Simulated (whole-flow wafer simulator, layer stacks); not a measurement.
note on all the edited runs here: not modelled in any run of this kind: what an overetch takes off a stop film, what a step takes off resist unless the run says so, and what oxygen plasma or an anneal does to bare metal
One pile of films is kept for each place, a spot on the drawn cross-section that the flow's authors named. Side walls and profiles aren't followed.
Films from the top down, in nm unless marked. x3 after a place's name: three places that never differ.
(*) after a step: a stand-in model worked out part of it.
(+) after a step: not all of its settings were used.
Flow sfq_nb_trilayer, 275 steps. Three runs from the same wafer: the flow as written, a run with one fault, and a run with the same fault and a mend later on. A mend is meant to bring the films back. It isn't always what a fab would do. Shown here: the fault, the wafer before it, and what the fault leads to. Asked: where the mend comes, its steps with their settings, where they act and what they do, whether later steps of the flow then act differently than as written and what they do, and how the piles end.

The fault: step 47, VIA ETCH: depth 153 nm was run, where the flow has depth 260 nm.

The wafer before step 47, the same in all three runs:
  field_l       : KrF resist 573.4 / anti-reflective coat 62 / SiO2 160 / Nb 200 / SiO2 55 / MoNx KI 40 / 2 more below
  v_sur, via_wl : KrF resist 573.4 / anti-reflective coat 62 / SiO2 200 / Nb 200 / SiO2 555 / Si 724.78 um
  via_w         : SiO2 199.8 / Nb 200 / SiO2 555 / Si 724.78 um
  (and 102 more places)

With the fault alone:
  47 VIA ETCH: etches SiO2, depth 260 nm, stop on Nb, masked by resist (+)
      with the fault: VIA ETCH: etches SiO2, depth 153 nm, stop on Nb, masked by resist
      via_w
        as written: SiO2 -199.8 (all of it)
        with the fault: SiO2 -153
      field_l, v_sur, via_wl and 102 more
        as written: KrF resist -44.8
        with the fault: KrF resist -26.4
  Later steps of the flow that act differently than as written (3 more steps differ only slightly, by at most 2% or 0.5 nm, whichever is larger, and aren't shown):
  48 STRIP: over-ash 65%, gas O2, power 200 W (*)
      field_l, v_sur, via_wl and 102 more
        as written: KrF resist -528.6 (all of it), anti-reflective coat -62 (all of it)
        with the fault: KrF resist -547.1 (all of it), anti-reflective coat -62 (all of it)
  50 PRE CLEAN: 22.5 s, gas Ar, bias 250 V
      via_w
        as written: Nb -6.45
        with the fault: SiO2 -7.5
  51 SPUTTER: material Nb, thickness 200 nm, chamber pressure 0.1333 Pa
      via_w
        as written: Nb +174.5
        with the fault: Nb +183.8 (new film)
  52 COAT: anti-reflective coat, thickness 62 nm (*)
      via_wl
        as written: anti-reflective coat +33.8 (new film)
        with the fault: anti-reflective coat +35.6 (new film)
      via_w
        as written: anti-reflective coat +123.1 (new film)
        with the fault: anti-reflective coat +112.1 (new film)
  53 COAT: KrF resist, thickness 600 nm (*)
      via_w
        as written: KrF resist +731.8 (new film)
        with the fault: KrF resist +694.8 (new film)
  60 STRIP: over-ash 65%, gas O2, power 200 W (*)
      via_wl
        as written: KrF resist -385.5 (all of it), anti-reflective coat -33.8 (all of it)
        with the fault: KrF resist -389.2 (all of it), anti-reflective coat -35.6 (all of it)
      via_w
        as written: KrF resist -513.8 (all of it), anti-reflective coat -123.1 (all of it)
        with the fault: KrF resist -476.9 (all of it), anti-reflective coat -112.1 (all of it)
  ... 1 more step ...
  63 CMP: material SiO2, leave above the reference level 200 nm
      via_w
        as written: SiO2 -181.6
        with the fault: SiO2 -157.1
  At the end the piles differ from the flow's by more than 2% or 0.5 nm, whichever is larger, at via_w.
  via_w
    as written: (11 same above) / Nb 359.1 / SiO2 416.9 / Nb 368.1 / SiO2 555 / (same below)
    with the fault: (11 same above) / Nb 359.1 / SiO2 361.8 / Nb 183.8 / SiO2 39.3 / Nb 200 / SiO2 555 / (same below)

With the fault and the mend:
  The mend comes after step 47.
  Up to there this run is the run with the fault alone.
  47a VIA ETCH: etches SiO2, depth 107 nm, stop on Nb, masked by resist (+) (the flow's step 47 once more, with other settings)
      field_l, v_sur, via_wl and 102 more
        KrF resist -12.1
      via_w
        SiO2 -46.8 (all of it)
  No later step of the flow acts differently than as written, at any place that is followed, by more than 2% or 0.5 nm, whichever is larger.
  At the end the piles are the same as the flow's at every place that both follow.
